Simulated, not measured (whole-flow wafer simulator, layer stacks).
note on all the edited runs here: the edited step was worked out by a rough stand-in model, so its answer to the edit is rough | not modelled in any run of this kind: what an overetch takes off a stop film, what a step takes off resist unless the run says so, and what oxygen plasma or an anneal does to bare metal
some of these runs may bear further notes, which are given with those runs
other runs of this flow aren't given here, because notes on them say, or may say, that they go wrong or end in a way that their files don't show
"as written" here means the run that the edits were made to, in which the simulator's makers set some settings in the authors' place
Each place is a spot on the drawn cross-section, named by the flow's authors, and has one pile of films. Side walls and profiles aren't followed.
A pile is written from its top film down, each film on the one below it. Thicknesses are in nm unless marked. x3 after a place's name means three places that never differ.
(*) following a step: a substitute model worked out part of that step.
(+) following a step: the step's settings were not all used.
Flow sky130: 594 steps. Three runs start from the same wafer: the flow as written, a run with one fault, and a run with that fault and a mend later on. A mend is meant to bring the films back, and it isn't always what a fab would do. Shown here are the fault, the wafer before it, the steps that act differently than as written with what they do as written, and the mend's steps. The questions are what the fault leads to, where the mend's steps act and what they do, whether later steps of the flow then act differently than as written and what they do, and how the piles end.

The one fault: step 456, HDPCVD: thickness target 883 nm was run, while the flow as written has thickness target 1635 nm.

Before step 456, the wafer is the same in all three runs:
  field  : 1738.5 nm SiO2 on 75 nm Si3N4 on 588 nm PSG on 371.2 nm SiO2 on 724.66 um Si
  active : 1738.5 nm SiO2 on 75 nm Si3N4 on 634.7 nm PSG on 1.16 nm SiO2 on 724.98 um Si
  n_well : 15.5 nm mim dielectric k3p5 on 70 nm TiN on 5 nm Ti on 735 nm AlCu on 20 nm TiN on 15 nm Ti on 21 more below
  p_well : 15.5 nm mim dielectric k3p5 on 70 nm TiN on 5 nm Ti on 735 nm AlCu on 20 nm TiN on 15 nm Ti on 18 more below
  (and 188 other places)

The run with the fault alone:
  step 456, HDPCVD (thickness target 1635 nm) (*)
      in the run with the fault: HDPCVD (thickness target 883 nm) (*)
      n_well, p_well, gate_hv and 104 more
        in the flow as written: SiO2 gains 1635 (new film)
        in the run with the fault: SiO2 gains 883 (new film)
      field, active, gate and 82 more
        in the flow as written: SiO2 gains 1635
        in the run with the fault: SiO2 gains 883
  Steps further on in the flow that do not act as written (20 other steps are not shown; they differ only slightly, by no more than 2% or 0.5 nm, whichever is larger):
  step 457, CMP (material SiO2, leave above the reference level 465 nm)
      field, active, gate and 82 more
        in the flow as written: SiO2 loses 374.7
        in the run with the fault: nothing
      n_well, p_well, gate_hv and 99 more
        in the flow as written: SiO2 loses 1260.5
        in the run with the fault: SiO2 loses 508.5
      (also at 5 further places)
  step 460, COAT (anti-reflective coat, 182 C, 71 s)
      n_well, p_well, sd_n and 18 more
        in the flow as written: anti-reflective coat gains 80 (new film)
        in the run with the fault: anti-reflective coat gains 3 (new film)
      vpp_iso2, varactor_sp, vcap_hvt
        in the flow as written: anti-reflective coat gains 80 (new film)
        in the run with the fault: anti-reflective coat gains 54.5 (new film)
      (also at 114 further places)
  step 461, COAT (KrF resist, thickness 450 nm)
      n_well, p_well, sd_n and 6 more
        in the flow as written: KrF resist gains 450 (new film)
        in the run with the fault: KrF resist gains 133.3 (new film)
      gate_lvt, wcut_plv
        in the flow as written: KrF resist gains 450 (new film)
        in the run with the fault: KrF resist gains 367.3 (new film)
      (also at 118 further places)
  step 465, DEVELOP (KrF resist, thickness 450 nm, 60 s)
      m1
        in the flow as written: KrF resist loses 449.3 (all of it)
        in the run with the fault: KrF resist loses 297.5 (all of it)
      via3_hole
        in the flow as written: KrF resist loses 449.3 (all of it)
        in the run with the fault: KrF resist loses 187.8 (all of it)
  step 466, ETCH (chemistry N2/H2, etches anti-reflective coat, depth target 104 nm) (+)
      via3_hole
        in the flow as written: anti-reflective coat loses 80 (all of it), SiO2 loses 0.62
        in the run with the fault: anti-reflective coat loses 26.6 (all of it)
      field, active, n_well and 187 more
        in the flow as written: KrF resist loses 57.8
        in the run with the fault: KrF resist loses 14.8
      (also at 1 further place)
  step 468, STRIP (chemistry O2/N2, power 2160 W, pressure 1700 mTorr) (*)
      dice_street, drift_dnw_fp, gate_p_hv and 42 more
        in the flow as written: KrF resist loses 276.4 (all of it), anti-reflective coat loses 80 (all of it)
        in the run with the fault: KrF resist loses 319.4 (all of it), anti-reflective coat loses 80 (all of it)
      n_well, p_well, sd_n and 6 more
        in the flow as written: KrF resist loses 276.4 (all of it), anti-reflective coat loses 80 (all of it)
        in the run with the fault: KrF resist loses 3.21 (all of it), anti-reflective coat loses 3 (all of it)
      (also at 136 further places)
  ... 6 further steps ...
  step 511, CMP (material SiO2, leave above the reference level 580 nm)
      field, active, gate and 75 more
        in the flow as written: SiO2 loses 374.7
        in the run with the fault: SiO2 loses 393.2
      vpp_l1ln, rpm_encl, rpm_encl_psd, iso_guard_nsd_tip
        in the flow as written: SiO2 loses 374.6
        in the run with the fault: SiO2 loses 393.2
  By the end, the piles at field, active, gate and 84 more depart from the flow's by more than 2% or 0.5 nm, whichever is larger.
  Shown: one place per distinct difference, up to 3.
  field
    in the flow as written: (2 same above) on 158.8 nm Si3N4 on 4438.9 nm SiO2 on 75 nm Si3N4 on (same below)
    in the run with the fault: (2 same above) on 158.8 nm Si3N4 on 1451.3 nm SiO2 on 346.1 nm W on 20 nm TiN on 2621.5 nm SiO2 on 75 nm Si3N4 on (same below)
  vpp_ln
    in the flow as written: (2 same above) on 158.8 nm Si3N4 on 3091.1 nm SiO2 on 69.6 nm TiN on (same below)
    in the run with the fault: (2 same above) on 158.8 nm Si3N4 on 1451.3 nm SiO2 on 346.1 nm W on 20 nm TiN on 1273.7 nm SiO2 on 69.6 nm TiN on (same below)
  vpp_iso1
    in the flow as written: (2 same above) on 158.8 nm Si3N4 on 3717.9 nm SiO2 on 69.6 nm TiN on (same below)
    in the run with the fault: (2 same above) on 158.8 nm Si3N4 on 1451.3 nm SiO2 on 346.1 nm W on 20 nm TiN on 1900.5 nm SiO2 on 69.6 nm TiN on (same below)

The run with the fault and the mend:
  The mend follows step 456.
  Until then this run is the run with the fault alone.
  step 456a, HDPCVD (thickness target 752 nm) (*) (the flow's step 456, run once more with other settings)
      field, active, n_well and 189 more
        SiO2 gains 752
  None of the later steps of the flow acts differently than as written at any place that is followed.
  By the end, the piles equal the flow's at every place that both follow.
